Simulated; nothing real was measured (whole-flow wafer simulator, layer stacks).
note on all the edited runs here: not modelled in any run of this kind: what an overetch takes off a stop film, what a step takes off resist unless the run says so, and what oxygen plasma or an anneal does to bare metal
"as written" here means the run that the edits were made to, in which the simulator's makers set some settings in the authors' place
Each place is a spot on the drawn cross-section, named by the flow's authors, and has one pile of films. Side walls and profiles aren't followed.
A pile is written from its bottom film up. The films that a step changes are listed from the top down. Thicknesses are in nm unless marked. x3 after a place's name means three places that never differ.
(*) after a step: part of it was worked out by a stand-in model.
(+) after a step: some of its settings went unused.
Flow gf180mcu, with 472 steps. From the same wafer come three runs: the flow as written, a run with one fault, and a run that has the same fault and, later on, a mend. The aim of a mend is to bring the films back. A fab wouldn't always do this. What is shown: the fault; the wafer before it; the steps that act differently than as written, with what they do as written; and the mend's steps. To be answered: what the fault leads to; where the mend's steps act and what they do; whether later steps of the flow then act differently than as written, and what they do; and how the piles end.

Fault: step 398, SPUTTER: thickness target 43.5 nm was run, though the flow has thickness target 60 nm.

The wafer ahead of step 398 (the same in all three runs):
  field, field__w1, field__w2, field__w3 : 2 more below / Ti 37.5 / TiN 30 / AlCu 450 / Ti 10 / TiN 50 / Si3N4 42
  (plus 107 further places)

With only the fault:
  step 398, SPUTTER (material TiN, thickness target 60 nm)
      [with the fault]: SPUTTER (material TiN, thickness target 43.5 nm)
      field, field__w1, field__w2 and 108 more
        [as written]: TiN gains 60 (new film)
        [with the fault]: TiN gains 43.5 (new film)
  Steps further on in the flow that do not act as written (8 more steps, not shown, differ only slightly: by at most 2% or 0.5 nm, whichever is larger):
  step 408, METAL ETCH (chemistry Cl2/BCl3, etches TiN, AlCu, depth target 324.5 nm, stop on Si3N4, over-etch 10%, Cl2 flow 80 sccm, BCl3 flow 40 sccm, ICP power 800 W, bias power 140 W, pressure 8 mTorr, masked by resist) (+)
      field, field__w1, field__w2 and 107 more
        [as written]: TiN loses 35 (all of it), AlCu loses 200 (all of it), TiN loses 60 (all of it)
        [with the fault]: TiN loses 35 (all of it), AlCu loses 200 (all of it), TiN loses 43.5 (all of it)
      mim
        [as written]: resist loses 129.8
        [with the fault]: resist loses 122.5
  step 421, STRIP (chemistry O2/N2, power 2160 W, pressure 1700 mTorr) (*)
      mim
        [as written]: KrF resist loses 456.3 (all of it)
        [with the fault]: KrF resist loses 468.7 (all of it)
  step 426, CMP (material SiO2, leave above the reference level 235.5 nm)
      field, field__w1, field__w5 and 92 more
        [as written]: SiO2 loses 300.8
        [with the fault]: SiO2 loses 317.3
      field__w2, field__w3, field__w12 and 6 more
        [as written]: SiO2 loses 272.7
        [with the fault]: SiO2 loses 289.2
  By the end, the piles at mim depart from the flow's by more than 2% or 0.5 nm, whichever is larger.
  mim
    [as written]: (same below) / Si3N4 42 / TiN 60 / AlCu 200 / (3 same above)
    [with the fault]: (same below) / Si3N4 42 / TiN 43.5 / AlCu 200 / (3 same above)

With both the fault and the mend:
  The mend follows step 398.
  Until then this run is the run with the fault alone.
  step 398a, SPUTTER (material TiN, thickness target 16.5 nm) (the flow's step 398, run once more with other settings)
      field, field__w1, field__w2 and 108 more
        TiN gains 16.5
  None of the later steps of the flow acts differently than as written at any place that is followed.
  At every place that both follow, the piles at the end match the flow's.
